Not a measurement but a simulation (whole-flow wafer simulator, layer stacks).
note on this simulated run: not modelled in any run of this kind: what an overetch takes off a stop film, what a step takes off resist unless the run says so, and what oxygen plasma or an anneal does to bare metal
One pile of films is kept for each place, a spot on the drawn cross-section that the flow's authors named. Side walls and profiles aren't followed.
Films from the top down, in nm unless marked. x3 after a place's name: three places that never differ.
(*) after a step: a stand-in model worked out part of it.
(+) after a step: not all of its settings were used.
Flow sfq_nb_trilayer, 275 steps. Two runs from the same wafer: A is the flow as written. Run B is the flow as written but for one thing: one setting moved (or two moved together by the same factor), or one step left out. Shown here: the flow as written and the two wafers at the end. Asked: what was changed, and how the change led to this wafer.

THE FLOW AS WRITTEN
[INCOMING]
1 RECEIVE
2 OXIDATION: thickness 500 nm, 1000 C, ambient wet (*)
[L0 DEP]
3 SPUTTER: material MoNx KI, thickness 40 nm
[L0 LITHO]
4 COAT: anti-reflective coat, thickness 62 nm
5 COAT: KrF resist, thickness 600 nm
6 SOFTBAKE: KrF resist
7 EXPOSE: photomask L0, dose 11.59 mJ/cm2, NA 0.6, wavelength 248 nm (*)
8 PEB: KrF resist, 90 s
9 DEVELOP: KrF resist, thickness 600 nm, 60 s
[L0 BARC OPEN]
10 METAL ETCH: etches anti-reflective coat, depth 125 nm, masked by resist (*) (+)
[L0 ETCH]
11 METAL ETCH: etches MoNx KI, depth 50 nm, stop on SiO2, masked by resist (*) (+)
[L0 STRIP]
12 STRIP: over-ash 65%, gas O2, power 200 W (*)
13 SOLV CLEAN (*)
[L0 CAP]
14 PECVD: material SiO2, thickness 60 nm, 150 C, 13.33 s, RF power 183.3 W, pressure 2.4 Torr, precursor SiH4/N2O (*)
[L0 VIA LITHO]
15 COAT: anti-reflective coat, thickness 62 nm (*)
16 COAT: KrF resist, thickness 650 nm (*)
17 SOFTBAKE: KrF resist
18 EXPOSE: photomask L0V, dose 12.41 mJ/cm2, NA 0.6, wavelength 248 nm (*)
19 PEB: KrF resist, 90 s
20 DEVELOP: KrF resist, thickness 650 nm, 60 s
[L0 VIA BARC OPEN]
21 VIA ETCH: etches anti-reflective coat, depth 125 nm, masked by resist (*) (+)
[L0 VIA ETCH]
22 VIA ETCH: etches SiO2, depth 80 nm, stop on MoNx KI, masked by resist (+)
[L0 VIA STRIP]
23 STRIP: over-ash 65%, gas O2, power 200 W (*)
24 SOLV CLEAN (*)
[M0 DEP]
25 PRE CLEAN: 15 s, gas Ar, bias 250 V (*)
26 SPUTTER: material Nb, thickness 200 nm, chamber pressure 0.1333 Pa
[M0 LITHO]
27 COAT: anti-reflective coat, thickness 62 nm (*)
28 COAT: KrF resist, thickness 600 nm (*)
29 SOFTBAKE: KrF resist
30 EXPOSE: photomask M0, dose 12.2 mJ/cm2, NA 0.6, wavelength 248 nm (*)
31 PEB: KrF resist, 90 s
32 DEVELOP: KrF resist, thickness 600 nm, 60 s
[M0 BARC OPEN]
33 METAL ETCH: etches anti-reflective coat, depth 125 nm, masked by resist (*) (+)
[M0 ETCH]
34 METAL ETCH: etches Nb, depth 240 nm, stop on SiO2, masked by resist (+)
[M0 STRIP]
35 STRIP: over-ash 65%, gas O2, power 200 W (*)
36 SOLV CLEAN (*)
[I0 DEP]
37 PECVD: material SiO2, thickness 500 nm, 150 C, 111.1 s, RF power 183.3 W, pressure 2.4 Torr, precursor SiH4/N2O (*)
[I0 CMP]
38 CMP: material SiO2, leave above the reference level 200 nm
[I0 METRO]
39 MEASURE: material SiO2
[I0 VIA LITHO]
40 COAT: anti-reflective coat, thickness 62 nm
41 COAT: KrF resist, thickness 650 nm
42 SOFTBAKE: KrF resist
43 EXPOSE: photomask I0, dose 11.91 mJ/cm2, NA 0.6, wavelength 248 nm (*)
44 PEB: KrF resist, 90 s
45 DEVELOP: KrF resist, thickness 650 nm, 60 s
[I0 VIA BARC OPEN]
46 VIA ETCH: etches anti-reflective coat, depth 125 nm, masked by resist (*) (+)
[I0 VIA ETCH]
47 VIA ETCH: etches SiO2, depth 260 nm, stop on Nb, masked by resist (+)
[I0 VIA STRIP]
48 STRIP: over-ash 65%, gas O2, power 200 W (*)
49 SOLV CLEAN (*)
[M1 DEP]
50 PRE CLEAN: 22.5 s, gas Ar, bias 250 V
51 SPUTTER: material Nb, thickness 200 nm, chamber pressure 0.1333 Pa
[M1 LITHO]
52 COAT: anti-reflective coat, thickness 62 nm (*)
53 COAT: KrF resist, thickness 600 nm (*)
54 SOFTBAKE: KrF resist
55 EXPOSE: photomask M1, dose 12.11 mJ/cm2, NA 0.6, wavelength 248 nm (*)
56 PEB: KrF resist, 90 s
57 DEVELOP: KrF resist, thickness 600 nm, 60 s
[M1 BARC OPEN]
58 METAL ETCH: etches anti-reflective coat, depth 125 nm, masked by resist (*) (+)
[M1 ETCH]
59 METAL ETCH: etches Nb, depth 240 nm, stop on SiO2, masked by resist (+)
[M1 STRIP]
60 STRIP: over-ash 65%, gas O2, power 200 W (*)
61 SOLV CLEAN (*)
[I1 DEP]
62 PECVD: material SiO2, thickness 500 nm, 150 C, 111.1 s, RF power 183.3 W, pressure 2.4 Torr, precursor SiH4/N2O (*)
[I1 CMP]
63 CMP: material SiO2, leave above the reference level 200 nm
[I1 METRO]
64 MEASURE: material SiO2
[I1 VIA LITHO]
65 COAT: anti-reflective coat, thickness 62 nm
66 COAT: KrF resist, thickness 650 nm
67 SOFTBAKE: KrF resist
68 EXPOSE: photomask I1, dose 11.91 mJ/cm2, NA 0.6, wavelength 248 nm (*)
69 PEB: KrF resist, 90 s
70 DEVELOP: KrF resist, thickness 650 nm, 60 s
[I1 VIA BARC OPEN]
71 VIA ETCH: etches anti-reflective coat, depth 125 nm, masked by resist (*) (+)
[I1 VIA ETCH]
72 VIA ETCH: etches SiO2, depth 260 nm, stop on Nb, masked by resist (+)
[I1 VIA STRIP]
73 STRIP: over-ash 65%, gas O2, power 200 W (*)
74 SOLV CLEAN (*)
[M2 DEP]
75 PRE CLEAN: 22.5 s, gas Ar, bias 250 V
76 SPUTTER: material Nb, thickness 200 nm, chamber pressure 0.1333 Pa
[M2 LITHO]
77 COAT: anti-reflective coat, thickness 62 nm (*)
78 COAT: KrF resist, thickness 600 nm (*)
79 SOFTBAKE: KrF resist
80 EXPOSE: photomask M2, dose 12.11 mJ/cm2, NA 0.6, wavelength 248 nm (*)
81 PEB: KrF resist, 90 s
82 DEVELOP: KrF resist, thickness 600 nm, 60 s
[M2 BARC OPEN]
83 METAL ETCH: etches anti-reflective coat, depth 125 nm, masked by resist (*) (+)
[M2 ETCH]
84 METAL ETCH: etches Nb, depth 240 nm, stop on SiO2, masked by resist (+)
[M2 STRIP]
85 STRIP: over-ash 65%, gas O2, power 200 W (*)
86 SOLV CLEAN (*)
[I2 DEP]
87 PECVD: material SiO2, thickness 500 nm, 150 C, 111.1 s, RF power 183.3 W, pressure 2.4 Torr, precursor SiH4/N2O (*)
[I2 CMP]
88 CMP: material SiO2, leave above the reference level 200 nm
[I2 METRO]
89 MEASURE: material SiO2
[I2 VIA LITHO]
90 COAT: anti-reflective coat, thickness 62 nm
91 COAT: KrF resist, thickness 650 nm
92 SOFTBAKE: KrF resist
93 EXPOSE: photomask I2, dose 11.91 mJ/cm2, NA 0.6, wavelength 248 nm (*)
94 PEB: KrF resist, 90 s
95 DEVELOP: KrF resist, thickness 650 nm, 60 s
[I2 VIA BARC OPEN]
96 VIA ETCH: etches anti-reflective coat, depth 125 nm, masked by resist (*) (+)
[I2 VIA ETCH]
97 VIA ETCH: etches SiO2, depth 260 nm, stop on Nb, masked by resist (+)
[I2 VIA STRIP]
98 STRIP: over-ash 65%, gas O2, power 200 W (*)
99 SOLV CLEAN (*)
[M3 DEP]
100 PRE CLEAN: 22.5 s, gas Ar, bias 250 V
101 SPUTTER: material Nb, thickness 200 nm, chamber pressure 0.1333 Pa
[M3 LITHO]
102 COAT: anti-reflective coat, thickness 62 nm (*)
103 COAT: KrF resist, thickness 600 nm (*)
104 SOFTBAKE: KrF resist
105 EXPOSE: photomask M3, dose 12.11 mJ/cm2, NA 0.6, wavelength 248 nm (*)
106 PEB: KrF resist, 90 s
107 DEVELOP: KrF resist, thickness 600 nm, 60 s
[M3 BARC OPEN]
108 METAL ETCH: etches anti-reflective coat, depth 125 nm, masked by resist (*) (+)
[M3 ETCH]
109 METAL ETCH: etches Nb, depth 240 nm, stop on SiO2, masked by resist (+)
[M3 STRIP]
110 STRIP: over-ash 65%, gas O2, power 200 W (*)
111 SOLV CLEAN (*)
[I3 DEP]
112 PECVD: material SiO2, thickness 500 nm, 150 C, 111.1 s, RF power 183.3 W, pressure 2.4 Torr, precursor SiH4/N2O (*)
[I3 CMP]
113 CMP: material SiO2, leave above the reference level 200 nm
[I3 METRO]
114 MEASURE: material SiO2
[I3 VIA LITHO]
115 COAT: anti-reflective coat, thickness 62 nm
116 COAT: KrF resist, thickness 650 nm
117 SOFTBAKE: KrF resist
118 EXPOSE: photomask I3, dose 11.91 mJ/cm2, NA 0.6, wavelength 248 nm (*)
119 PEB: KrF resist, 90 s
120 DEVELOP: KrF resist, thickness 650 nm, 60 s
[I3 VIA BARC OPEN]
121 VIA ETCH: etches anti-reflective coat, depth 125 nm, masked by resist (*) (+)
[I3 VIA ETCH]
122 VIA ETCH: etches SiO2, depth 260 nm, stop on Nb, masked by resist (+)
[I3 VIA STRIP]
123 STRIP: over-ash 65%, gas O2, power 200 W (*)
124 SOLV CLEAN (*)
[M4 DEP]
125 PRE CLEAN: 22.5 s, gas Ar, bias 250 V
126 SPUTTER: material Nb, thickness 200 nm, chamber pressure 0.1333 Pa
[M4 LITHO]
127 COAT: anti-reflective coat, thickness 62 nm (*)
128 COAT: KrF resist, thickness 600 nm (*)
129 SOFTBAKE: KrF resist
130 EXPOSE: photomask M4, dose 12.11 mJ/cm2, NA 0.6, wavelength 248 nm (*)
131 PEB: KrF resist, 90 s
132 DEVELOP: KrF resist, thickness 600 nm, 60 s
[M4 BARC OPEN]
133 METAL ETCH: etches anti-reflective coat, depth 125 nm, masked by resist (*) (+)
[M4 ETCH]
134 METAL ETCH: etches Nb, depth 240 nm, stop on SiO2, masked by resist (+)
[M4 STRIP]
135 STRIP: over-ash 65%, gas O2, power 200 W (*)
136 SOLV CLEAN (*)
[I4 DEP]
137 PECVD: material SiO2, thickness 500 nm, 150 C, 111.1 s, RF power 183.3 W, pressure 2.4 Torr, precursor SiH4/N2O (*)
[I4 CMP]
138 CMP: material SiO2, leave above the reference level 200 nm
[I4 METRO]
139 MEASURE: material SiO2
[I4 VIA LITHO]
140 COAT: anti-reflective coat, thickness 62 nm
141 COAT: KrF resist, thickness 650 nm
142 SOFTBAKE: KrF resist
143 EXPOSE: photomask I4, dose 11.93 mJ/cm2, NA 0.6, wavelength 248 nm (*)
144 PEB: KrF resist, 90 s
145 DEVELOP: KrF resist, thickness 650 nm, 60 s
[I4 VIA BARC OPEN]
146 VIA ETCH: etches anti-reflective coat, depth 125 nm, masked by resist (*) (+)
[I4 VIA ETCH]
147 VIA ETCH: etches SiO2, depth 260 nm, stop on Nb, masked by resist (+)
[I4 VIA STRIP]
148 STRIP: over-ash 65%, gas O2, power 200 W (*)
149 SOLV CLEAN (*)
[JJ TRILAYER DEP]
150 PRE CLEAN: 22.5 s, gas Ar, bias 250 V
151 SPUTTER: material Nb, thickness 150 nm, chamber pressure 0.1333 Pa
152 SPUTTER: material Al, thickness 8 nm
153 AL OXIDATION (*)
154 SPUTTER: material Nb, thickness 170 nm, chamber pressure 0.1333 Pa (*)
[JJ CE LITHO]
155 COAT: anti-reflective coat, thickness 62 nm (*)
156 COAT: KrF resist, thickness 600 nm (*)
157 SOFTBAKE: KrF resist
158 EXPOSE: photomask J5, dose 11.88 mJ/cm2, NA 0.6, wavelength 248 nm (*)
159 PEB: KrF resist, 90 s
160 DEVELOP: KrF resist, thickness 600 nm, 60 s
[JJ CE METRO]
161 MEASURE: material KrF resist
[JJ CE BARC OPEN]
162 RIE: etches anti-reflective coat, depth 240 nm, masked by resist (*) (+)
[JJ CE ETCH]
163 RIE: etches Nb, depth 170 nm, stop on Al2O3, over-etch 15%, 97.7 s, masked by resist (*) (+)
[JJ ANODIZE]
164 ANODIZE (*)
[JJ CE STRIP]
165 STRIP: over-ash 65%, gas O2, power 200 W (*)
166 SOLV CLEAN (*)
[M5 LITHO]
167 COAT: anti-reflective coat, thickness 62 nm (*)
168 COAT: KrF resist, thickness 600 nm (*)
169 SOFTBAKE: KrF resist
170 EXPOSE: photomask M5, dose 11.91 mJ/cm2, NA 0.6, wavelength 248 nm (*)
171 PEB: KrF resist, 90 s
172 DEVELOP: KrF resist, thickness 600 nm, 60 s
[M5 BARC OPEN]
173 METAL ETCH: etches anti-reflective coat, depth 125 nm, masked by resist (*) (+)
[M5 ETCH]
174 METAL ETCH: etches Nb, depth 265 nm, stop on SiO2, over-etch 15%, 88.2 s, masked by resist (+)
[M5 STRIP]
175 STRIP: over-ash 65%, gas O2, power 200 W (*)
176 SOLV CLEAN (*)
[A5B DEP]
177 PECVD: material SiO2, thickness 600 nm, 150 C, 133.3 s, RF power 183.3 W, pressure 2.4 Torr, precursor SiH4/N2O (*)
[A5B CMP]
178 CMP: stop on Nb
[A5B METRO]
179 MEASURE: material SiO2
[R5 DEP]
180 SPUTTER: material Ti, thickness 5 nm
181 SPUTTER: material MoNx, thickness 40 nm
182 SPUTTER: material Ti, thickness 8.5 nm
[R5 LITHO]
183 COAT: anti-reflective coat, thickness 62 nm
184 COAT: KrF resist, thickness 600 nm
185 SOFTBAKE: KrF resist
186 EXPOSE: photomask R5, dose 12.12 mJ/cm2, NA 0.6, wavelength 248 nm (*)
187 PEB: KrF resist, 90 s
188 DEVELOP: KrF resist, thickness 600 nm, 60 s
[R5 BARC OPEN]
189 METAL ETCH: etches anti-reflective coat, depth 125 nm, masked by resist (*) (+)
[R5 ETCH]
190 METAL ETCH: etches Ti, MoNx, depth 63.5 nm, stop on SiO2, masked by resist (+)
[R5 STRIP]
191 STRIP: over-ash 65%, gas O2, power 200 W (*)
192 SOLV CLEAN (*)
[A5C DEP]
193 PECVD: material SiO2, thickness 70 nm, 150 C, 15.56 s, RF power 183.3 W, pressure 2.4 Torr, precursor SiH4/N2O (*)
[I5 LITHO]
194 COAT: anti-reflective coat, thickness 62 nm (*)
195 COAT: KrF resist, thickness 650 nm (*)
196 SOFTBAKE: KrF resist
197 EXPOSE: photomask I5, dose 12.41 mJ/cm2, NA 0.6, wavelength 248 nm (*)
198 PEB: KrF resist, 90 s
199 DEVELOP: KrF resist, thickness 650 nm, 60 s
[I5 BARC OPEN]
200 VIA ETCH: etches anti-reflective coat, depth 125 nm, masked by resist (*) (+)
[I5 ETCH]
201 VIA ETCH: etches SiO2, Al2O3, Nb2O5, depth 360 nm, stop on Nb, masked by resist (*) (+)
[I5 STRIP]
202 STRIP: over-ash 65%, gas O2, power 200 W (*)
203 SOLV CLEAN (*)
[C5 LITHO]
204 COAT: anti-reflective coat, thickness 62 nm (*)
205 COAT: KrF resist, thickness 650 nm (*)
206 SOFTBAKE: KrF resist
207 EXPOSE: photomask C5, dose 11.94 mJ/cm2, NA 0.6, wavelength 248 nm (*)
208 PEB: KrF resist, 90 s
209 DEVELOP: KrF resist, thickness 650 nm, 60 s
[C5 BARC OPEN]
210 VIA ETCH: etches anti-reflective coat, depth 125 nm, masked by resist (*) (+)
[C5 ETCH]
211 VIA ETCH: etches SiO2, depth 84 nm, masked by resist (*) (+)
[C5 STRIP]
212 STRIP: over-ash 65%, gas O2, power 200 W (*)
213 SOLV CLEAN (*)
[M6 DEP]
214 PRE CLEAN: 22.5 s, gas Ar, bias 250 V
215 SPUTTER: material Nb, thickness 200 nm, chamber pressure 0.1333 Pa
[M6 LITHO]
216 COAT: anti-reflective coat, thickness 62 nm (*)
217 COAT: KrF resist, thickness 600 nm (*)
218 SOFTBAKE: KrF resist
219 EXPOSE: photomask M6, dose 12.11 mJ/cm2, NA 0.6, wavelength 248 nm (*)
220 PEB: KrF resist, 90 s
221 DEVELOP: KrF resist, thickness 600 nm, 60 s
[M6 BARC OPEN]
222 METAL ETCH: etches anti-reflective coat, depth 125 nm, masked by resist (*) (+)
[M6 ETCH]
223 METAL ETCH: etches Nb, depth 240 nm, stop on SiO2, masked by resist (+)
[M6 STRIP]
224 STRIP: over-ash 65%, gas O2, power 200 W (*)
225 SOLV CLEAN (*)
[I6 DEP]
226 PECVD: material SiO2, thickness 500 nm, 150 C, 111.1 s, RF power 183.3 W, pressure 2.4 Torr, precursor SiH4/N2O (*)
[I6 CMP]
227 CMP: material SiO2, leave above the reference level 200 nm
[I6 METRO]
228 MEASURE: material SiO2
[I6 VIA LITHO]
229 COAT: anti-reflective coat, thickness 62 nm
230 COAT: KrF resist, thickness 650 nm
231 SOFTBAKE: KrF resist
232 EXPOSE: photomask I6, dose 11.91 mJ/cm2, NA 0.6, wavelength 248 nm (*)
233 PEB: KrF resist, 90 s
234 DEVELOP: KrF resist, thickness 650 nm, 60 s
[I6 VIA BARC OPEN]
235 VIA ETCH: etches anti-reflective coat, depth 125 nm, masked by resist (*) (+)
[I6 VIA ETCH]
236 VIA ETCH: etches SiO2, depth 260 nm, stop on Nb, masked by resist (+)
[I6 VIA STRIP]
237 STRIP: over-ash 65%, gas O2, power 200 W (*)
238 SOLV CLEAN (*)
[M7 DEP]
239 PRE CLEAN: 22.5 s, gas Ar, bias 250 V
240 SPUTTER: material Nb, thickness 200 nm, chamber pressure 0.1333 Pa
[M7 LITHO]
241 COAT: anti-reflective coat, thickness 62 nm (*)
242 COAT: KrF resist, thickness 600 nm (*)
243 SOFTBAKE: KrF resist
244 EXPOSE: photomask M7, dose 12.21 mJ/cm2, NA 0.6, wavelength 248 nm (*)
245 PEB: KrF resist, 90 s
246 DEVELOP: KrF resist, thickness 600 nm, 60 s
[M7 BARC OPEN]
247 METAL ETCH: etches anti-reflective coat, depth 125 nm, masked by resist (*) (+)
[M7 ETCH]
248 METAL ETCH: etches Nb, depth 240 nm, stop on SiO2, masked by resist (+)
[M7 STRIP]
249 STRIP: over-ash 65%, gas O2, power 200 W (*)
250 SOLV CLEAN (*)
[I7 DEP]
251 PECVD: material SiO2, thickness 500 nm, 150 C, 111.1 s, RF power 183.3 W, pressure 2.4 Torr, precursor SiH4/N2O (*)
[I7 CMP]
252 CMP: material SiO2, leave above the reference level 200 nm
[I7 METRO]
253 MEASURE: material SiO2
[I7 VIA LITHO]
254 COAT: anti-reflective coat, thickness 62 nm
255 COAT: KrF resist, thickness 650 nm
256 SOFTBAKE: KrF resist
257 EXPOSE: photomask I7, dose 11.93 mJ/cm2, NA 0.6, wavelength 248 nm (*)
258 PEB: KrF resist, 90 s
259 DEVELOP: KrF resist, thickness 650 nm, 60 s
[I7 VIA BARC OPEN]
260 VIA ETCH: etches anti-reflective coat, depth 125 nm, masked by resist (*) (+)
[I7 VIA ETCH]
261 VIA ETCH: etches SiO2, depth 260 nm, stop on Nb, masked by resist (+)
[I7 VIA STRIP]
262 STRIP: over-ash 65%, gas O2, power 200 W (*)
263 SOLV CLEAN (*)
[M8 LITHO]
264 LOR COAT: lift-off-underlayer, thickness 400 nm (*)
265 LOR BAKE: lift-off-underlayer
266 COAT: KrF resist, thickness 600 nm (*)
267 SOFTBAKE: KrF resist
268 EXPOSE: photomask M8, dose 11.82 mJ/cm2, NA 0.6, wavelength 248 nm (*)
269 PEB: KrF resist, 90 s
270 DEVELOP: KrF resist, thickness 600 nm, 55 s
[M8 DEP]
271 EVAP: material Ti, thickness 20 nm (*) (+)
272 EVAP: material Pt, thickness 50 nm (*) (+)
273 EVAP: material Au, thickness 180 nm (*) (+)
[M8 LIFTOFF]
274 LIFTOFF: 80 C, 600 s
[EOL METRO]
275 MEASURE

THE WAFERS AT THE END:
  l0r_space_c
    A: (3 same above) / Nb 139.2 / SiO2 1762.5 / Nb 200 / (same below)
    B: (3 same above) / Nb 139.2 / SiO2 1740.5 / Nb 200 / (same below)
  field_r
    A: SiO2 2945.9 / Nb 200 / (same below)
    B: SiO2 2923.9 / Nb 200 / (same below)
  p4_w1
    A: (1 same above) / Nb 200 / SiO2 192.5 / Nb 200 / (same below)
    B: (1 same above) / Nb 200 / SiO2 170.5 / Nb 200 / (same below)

The cause: step 113, CMP: leave above the reference level 178 nm was run, where the flow has leave above the reference level 200 nm.

How the change led to this, step by step:
  113 CMP: material SiO2, leave above the reference level 200 nm
      field_l, be, be_sur and 64 more: A SiO2 -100 | B SiO2 -122
      v_sur, via_wl, via_wr and 27 more: A SiO2 -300 | B SiO2 -322
      (and at 9 more places)
  122 VIA ETCH: etches SiO2, depth 260 nm, stop on Nb, masked by resist (+)
      via_v: A SiO2 -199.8 (all of it) | B SiO2 -177.8 (all of it)
  126 SPUTTER: material Nb, thickness 200 nm, chamber pressure 0.1333 Pa
      via_v: A Nb +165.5 | B Nb +170.3
  127 COAT: anti-reflective coat, thickness 62 nm (*)
      via_v: A anti-reflective coat +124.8 (new film) | B anti-reflective coat +119.8 (new film)
  128 COAT: KrF resist, thickness 600 nm (*)
      via_v: A KrF resist +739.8 (new film) | B KrF resist +721.6 (new film)
  135 STRIP: over-ash 65%, gas O2, power 200 W (*)
      via_v: A KrF resist -521.8 (all of it), anti-reflective coat -124.8 (all of it) | B KrF resist -503.7 (all of it), anti-reflective coat -119.8 (all of it)
  137 PECVD: material SiO2, thickness 500 nm, 150 C, 111.1 s, RF power 183.3 W, pressure 2.4 Torr, precursor SiH4/N2O (*)
      via_v: A SiO2 +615 (new film) | B SiO2 +588.2 (new film)
